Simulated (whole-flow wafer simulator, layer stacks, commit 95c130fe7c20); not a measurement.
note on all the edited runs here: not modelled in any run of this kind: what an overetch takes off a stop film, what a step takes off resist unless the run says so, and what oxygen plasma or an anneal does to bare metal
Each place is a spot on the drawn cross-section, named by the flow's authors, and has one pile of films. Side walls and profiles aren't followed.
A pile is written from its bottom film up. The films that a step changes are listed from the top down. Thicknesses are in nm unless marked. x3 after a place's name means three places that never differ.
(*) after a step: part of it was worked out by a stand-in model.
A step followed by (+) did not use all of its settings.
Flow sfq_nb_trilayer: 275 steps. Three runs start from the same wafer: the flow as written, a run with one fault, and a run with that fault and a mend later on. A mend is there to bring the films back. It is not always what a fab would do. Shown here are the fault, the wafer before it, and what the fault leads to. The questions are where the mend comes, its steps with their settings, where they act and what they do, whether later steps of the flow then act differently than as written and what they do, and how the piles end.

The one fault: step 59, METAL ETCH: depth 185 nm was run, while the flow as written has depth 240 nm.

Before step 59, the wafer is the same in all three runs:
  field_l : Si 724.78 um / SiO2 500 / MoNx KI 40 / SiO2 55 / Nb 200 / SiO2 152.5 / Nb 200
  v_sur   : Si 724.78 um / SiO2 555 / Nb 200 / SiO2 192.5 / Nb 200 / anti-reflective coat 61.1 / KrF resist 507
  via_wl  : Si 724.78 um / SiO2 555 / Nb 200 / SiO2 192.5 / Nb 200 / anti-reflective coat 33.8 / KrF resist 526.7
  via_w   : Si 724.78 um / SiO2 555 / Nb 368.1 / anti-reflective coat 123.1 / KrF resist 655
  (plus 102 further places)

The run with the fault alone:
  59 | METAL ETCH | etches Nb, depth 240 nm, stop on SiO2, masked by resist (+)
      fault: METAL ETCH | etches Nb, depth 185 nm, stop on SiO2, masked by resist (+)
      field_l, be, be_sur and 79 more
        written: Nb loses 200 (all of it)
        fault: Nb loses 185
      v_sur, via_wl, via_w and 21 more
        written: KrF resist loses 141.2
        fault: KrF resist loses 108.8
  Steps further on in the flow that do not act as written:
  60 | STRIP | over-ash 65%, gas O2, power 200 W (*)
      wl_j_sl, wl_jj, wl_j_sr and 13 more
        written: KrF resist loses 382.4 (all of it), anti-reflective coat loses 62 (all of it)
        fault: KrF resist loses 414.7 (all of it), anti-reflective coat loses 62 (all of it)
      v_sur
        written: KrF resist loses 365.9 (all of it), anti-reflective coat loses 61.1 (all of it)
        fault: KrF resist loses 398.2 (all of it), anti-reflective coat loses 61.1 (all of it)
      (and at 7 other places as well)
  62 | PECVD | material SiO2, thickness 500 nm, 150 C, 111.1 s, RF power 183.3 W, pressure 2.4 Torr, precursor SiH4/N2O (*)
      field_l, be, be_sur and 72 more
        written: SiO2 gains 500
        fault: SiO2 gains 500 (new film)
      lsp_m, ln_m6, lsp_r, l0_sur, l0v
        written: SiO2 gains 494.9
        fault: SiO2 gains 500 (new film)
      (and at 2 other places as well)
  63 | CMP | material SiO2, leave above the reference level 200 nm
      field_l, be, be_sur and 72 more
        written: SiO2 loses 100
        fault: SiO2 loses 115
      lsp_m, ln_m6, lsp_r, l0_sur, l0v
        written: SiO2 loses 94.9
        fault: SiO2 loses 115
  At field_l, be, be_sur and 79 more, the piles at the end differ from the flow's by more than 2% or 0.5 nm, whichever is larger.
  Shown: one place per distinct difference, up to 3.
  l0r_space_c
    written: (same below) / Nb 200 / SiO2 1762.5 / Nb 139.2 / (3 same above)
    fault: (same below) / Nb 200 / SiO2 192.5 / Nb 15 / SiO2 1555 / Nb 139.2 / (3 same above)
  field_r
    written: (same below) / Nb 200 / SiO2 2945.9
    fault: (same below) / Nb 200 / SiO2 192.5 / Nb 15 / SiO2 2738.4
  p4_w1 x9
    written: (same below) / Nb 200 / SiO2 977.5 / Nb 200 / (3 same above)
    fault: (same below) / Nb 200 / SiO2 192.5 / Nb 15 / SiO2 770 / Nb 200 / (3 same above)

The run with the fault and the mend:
  After step 59 comes the mend.
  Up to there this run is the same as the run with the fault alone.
  59a | METAL ETCH | etches Nb, depth 55 nm, stop on SiO2, masked by resist (+) (the flow's step 59 again, with other settings)
      field_l, be, be_sur and 79 more
        Nb loses 15 (all of it)
      v_sur, via_wl, via_w and 21 more
        KrF resist loses 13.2
  Steps further on in the flow that do not act as written:
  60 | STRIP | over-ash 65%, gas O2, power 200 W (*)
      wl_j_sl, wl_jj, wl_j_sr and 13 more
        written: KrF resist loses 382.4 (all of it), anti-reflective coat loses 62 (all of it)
        mend: KrF resist loses 401.5 (all of it), anti-reflective coat loses 62 (all of it)
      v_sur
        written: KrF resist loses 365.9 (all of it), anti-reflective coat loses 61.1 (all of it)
        mend: KrF resist loses 385 (all of it), anti-reflective coat loses 61.1 (all of it)
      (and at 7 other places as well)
  The piles end the same as the flow's at every place that both follow.
